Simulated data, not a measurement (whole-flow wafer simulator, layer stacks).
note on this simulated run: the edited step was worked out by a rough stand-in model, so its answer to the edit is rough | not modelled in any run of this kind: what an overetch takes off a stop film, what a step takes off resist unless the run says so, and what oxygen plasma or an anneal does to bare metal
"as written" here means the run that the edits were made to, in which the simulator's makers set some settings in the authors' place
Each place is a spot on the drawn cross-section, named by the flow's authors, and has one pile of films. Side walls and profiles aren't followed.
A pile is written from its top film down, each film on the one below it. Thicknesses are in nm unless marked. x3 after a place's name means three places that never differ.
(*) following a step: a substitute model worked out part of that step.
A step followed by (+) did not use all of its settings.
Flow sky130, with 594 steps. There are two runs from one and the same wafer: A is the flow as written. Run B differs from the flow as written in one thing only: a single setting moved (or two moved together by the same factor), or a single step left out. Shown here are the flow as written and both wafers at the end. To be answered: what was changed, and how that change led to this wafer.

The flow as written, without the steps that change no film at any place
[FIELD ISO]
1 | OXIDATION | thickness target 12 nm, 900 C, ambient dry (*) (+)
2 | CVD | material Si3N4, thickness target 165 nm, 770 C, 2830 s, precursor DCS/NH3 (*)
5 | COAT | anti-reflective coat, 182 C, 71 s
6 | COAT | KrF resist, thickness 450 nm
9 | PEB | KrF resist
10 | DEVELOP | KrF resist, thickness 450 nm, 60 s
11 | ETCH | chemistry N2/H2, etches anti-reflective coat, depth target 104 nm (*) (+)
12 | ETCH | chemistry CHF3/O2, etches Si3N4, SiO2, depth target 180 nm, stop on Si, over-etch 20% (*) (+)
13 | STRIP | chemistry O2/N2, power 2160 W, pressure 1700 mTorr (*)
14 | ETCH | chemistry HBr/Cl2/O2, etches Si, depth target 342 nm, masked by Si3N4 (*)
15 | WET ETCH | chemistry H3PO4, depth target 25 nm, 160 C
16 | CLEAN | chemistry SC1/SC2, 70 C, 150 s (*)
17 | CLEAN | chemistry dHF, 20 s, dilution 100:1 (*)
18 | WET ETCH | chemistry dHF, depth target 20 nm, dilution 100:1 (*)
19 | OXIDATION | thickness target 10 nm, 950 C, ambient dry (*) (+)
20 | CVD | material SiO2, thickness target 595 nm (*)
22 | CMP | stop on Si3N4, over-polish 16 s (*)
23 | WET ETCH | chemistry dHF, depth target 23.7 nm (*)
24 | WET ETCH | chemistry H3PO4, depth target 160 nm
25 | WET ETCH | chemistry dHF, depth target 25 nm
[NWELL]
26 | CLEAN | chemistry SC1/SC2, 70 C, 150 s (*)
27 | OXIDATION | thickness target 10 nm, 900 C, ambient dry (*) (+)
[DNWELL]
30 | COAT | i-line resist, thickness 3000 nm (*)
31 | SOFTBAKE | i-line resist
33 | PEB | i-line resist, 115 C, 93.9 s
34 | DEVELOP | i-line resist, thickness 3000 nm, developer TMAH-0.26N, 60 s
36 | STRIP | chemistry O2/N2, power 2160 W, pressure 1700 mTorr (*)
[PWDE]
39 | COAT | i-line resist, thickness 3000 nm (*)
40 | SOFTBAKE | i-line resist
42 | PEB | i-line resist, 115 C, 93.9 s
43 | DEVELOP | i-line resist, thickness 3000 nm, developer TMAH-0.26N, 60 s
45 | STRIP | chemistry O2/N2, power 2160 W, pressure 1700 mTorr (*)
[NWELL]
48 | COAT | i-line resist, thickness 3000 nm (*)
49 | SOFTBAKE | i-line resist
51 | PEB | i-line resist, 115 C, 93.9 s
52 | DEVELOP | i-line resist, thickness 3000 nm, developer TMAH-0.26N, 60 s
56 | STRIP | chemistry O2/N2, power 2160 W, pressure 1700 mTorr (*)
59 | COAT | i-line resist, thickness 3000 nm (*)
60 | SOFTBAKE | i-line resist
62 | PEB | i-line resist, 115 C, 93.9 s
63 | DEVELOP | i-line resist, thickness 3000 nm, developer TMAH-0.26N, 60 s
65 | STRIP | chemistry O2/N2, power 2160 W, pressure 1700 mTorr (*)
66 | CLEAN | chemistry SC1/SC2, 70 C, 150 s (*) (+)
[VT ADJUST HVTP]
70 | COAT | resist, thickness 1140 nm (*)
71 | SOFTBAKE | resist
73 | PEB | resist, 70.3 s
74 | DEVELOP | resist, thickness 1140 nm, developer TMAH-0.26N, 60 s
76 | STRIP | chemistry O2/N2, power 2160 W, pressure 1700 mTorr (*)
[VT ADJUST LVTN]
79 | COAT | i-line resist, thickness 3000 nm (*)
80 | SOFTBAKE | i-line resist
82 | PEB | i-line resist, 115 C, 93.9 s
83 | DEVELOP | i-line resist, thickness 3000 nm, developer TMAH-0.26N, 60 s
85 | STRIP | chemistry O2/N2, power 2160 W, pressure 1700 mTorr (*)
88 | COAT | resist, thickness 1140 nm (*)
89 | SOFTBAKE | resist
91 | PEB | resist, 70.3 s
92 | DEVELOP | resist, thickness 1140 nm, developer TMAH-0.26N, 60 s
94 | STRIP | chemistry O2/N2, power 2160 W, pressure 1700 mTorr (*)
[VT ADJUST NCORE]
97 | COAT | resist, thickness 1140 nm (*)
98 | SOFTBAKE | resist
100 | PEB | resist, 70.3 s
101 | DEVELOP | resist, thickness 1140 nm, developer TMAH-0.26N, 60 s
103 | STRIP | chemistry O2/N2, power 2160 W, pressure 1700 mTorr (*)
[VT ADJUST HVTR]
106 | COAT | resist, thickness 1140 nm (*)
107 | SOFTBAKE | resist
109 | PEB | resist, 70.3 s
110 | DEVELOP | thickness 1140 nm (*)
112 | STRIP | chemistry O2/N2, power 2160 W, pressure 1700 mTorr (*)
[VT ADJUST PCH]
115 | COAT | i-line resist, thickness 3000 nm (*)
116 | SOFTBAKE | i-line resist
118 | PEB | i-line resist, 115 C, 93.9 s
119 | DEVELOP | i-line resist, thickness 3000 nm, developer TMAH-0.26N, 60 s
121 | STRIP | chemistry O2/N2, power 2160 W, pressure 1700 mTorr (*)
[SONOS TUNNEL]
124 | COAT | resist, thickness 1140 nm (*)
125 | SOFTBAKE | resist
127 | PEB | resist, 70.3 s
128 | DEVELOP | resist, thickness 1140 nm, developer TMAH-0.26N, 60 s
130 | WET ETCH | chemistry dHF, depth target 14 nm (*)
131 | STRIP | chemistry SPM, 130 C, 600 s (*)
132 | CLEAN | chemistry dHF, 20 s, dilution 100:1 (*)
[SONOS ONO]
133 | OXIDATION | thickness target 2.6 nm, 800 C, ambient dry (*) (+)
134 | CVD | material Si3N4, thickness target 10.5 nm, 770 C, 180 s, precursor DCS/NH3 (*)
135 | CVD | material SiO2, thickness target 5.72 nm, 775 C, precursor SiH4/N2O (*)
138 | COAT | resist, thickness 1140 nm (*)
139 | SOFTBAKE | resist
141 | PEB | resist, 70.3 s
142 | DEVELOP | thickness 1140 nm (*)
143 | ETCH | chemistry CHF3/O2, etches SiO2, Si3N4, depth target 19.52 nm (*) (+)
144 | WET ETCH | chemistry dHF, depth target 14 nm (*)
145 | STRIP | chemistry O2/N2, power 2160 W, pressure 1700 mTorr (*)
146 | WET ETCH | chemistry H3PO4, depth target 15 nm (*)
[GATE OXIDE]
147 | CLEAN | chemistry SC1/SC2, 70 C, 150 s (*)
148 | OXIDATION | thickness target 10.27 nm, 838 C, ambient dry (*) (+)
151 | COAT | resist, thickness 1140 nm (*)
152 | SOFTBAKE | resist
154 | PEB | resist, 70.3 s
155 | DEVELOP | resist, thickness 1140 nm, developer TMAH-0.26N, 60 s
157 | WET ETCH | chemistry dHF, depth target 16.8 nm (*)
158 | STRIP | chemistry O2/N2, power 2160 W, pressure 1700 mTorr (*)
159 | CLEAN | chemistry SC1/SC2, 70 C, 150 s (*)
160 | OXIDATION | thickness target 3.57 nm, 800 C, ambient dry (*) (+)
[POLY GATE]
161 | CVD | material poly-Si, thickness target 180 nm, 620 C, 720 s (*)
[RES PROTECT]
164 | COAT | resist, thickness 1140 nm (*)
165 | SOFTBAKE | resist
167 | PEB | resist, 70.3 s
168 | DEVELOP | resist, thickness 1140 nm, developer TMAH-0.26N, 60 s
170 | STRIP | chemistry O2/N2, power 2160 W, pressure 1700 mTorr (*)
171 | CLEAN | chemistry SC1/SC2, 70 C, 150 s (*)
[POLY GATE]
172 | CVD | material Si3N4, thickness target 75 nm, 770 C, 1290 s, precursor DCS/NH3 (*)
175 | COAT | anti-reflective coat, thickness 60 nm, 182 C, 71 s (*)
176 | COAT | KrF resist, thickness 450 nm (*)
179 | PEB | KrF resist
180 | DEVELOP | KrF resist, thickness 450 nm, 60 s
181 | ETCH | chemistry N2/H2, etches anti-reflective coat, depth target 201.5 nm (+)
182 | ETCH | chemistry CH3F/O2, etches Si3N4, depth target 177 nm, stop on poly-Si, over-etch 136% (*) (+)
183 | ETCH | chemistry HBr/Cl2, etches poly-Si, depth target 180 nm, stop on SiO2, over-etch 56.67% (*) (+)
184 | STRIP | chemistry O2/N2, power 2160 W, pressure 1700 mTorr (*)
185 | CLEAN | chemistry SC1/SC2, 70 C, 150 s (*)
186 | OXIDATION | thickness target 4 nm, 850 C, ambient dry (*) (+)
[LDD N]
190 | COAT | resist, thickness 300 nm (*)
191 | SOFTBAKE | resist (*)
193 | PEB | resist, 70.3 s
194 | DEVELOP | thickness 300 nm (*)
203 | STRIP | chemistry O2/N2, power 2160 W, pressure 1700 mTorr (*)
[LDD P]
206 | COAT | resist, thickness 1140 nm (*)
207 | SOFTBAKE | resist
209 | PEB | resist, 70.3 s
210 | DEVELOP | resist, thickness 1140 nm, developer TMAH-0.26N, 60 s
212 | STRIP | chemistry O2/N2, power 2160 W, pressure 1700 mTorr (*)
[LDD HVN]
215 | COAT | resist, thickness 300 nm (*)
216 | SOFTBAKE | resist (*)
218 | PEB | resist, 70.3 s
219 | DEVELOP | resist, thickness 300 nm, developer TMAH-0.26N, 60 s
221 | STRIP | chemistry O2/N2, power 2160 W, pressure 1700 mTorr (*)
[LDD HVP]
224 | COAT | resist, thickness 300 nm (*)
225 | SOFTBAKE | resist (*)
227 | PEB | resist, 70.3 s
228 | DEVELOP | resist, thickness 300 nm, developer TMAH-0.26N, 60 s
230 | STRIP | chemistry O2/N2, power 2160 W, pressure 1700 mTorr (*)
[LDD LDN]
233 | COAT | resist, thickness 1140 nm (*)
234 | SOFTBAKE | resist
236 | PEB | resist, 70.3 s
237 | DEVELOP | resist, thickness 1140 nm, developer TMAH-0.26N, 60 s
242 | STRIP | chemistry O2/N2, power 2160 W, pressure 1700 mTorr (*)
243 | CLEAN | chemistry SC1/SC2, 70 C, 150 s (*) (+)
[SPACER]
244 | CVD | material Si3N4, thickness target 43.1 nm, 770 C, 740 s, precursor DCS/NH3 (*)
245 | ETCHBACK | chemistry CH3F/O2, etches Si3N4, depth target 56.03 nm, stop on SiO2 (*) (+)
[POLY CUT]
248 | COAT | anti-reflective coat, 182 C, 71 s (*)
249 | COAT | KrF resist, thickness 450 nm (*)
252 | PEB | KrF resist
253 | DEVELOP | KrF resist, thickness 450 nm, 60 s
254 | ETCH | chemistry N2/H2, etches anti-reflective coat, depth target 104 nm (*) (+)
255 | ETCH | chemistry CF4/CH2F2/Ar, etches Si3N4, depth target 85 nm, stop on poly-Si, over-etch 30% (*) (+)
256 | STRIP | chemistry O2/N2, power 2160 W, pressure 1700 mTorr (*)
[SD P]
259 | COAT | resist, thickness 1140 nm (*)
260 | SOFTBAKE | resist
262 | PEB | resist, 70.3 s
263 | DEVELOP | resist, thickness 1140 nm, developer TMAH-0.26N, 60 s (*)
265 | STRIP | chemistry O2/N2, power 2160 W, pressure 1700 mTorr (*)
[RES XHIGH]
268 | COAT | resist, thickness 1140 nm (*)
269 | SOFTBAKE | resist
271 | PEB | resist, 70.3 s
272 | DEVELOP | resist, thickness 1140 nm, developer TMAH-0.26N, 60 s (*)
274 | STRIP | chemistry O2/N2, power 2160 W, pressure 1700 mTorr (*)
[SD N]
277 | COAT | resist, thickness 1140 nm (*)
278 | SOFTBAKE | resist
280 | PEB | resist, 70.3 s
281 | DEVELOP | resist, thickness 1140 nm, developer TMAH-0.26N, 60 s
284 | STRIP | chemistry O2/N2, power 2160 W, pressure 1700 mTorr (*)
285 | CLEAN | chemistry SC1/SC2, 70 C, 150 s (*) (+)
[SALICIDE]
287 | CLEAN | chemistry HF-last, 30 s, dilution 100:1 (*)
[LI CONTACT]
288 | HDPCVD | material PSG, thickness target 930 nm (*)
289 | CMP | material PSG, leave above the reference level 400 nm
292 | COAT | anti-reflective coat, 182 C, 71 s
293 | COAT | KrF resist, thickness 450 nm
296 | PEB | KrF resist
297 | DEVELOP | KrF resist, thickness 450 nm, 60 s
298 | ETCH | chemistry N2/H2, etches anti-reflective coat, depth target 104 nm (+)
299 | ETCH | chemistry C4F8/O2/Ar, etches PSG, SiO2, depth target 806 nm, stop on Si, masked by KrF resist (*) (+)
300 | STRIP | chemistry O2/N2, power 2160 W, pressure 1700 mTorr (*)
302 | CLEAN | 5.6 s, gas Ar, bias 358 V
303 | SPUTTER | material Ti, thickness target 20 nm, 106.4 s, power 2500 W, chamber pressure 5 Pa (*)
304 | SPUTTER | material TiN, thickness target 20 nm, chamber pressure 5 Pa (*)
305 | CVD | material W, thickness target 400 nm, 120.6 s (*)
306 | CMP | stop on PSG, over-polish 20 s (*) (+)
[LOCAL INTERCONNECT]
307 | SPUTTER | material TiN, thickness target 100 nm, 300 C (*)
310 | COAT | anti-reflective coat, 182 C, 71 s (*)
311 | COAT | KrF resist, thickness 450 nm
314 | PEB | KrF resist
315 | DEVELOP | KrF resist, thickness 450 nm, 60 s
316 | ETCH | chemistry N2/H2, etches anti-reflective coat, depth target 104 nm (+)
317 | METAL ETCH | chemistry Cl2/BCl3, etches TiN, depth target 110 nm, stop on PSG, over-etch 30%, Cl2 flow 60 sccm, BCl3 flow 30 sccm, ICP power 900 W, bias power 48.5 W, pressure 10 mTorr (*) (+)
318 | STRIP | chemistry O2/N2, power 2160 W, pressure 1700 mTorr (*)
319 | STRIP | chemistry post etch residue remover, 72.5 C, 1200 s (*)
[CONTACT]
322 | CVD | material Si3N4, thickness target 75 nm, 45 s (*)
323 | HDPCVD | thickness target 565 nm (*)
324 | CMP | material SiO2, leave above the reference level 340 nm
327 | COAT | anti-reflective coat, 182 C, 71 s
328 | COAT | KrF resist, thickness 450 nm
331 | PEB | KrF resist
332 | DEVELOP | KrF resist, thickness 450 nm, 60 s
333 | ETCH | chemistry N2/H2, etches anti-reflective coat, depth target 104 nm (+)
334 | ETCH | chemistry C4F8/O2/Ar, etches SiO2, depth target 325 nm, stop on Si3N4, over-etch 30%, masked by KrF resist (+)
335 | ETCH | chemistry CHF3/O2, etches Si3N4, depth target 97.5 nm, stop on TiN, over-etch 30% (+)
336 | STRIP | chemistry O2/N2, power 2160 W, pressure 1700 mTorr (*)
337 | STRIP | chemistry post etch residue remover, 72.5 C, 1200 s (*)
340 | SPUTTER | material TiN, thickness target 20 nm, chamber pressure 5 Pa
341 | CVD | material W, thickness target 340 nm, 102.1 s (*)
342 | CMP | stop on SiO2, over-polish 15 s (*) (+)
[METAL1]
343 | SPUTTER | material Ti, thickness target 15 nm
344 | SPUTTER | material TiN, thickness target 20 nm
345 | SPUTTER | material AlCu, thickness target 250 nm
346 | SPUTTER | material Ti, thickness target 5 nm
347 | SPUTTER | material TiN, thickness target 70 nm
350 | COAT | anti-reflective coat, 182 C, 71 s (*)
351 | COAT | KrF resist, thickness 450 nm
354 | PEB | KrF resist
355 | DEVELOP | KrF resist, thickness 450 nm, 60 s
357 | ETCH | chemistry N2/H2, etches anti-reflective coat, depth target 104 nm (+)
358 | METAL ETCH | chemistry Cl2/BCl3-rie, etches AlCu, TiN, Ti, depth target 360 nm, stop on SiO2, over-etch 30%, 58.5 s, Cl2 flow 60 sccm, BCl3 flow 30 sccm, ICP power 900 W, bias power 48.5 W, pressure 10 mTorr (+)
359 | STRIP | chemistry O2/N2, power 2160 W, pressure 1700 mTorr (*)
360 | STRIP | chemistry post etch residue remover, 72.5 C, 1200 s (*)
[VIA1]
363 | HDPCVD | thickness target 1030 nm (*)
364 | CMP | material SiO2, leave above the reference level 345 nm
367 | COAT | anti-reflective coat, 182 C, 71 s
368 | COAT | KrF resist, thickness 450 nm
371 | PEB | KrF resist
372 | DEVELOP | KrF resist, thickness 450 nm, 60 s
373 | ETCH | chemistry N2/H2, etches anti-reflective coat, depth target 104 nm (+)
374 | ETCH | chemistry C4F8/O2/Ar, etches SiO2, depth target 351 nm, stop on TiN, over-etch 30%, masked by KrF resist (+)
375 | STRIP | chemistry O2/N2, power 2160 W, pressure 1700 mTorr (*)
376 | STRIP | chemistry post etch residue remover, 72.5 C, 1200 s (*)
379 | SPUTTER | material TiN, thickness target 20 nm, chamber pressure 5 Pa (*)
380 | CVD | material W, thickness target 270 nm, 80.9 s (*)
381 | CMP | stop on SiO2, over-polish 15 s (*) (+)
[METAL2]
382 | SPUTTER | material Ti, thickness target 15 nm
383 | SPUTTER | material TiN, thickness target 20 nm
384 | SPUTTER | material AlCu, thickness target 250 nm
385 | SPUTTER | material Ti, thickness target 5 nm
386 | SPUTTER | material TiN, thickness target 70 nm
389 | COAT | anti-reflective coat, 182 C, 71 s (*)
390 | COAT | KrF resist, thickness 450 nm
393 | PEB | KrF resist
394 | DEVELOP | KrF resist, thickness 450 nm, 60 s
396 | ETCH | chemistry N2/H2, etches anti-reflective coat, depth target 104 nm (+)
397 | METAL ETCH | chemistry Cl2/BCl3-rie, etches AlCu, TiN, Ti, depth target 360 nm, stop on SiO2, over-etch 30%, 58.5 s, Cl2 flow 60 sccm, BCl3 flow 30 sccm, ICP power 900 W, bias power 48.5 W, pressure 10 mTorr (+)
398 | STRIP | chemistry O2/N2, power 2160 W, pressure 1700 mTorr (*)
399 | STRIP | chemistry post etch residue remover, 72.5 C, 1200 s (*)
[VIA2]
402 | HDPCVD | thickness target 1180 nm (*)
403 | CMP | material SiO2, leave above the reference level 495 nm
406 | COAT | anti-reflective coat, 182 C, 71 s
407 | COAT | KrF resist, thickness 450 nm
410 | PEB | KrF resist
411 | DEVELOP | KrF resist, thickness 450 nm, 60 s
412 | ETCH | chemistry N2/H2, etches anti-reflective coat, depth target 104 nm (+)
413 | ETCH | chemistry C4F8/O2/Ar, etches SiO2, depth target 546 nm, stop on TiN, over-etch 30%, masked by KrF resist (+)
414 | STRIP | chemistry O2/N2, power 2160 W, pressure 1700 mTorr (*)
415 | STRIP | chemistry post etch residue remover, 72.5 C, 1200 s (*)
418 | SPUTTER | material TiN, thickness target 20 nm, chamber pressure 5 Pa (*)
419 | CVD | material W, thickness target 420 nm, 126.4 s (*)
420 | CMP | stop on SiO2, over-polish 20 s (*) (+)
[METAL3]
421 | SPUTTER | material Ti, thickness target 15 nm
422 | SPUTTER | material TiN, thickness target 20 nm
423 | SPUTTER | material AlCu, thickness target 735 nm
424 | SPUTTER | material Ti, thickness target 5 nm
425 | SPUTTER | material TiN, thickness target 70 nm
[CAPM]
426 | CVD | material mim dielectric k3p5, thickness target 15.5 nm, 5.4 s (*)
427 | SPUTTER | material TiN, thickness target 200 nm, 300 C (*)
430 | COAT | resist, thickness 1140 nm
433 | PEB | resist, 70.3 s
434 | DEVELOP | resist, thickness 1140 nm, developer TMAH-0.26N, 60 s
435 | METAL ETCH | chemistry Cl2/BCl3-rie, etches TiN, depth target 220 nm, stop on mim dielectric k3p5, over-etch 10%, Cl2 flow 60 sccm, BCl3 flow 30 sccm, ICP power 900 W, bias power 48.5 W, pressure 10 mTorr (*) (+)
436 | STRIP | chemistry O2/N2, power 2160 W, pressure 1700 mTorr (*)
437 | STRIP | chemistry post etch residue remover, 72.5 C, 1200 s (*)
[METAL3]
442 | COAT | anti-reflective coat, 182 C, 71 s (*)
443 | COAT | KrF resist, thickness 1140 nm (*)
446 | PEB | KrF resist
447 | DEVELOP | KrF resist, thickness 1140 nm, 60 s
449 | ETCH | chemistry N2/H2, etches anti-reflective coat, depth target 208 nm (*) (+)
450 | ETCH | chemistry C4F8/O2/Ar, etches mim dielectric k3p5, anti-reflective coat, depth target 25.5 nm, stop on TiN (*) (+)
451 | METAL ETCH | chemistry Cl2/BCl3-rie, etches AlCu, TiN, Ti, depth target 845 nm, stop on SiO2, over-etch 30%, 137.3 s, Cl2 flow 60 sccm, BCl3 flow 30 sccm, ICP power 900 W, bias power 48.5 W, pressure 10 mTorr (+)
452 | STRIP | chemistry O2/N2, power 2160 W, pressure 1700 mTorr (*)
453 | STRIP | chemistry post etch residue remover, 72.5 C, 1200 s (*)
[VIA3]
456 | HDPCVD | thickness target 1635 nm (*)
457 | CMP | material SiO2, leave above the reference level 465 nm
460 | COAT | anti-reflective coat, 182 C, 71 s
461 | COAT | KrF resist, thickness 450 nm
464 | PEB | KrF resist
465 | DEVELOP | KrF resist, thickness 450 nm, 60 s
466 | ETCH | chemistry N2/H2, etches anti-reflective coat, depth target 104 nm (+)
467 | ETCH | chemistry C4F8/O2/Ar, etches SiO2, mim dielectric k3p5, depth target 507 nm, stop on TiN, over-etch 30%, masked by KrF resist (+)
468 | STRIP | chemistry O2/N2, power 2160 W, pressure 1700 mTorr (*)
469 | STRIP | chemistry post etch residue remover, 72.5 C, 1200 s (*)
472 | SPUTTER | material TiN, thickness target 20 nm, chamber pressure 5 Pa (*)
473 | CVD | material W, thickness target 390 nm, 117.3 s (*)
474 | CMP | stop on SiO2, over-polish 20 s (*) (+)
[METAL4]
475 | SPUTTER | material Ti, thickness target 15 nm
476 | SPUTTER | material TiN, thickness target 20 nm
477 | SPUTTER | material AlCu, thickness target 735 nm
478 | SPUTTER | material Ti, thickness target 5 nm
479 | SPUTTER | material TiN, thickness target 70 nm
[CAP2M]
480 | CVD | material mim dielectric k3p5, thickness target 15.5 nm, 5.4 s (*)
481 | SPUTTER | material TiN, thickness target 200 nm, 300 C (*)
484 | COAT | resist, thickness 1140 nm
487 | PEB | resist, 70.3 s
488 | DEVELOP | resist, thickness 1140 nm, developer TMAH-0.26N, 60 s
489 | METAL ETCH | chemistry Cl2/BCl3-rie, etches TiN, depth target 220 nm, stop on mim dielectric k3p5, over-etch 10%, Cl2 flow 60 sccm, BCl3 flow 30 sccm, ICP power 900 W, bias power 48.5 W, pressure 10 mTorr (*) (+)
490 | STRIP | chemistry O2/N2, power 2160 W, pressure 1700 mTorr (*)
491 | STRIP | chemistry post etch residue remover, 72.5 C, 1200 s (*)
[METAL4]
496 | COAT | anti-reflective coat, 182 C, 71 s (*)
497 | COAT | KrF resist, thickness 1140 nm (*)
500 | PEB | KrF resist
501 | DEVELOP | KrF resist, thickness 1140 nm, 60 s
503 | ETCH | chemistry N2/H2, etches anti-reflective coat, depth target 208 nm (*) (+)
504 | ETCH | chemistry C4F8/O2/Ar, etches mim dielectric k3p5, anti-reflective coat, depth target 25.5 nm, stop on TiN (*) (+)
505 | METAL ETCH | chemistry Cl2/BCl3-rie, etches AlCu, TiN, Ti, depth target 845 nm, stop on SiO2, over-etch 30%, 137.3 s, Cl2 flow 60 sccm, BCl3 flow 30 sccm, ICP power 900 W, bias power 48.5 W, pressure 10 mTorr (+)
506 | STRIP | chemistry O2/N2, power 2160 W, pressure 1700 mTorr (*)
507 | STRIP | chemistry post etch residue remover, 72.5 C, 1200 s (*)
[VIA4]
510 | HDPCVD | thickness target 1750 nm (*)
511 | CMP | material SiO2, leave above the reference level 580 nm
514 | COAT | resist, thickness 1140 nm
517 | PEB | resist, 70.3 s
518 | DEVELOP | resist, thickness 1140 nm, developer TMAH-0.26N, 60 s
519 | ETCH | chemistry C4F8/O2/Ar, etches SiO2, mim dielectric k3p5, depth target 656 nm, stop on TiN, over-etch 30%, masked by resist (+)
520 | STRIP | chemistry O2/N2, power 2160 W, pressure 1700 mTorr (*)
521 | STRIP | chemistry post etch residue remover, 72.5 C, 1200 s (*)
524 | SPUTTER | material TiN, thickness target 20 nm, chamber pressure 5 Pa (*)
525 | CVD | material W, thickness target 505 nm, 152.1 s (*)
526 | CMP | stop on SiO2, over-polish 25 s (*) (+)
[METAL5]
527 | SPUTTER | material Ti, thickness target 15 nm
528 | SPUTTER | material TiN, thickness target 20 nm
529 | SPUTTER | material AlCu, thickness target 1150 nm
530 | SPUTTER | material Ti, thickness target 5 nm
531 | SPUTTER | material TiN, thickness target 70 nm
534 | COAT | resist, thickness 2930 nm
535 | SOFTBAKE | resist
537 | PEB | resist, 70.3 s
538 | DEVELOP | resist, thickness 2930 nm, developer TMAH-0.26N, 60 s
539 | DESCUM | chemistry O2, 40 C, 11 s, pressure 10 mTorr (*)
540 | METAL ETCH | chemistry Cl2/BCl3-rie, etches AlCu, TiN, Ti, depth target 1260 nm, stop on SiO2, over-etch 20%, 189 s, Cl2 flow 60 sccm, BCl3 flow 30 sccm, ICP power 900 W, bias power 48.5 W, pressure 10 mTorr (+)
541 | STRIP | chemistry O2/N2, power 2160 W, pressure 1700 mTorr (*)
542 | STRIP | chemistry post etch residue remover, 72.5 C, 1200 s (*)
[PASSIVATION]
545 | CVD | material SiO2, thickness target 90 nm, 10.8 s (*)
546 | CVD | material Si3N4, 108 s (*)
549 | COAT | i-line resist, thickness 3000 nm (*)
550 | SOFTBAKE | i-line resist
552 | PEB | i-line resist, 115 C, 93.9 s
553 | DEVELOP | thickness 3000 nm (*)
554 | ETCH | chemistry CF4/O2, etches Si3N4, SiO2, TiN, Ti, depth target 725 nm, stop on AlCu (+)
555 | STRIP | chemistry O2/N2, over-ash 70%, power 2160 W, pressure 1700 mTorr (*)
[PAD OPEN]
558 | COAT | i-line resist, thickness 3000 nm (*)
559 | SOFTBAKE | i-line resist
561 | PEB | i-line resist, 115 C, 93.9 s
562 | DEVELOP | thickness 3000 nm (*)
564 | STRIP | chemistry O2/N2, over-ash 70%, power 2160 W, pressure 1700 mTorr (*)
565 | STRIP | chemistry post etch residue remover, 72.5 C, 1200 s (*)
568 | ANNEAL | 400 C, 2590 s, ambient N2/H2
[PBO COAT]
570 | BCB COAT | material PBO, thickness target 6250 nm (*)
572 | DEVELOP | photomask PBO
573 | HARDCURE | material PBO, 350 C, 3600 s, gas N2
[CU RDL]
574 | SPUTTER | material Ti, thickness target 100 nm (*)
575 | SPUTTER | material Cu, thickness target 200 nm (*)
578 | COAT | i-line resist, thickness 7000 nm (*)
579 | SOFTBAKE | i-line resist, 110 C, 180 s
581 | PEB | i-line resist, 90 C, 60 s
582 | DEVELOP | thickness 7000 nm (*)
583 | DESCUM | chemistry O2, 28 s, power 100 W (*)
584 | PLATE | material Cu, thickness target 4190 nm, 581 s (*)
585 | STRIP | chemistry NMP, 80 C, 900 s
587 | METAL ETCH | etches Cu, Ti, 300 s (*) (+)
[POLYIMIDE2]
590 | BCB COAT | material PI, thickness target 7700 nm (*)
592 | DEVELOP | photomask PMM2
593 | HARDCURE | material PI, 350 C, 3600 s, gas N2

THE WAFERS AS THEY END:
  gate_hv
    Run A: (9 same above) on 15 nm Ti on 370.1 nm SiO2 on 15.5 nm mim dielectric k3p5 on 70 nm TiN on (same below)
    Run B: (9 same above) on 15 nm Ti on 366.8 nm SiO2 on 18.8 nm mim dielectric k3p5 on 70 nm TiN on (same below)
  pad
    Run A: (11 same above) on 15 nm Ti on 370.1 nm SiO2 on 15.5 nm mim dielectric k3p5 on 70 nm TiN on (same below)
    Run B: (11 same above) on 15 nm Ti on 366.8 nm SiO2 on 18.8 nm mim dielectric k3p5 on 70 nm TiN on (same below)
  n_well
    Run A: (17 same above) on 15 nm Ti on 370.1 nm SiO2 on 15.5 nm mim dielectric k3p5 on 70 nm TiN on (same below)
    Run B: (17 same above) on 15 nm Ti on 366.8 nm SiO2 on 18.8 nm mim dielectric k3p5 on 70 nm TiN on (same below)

What caused this: step 426, CVD: thickness target 18.8 nm was run, whereas the flow has thickness target 15.5 nm; step 426, CVD: 6.53 s was run, where the flow has 5.4 s.
The wafer itself shows it: gate_hv has mim dielectric k3p5 18.8, and step 426 as written asks for 15.5 nm.

Step by step, how the change led to this:
  426 | CVD | material mim dielectric k3p5, thickness target 15.5 nm, 5.4 s (*)
      field, active, n_well and 188 more: A +15.5 mim dielectric k3p5 (new film) | B +18.8 mim dielectric k3p5 (new film)
  450 | ETCH | chemistry C4F8/O2/Ar, etches mim dielectric k3p5, anti-reflective coat, depth target 25.5 nm, stop on TiN (*) (+)
      n_well, p_well, gate_hv and 104 more: A -15.5 KrF resist | B -17 KrF resist
      field, active, gate and 82 more: A -15.5 mim dielectric k3p5 (all of it) | B -18.8 mim dielectric k3p5 (all of it)
  467 | ETCH | chemistry C4F8/O2/Ar, etches SiO2, mim dielectric k3p5, depth target 507 nm, stop on TiN, over-etch 30%, masked by KrF resist (+)
      m1: A -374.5 SiO2 (all of it), -15.5 mim dielectric k3p5 (all of it) | B -371.2 SiO2 (all of it), -18.8 mim dielectric k3p5 (all of it)
      via3_hole: A -373.9 SiO2 (all of it), -15.5 mim dielectric k3p5 (all of it) | B -370.6 SiO2 (all of it), -18.8 mim dielectric k3p5 (all of it)
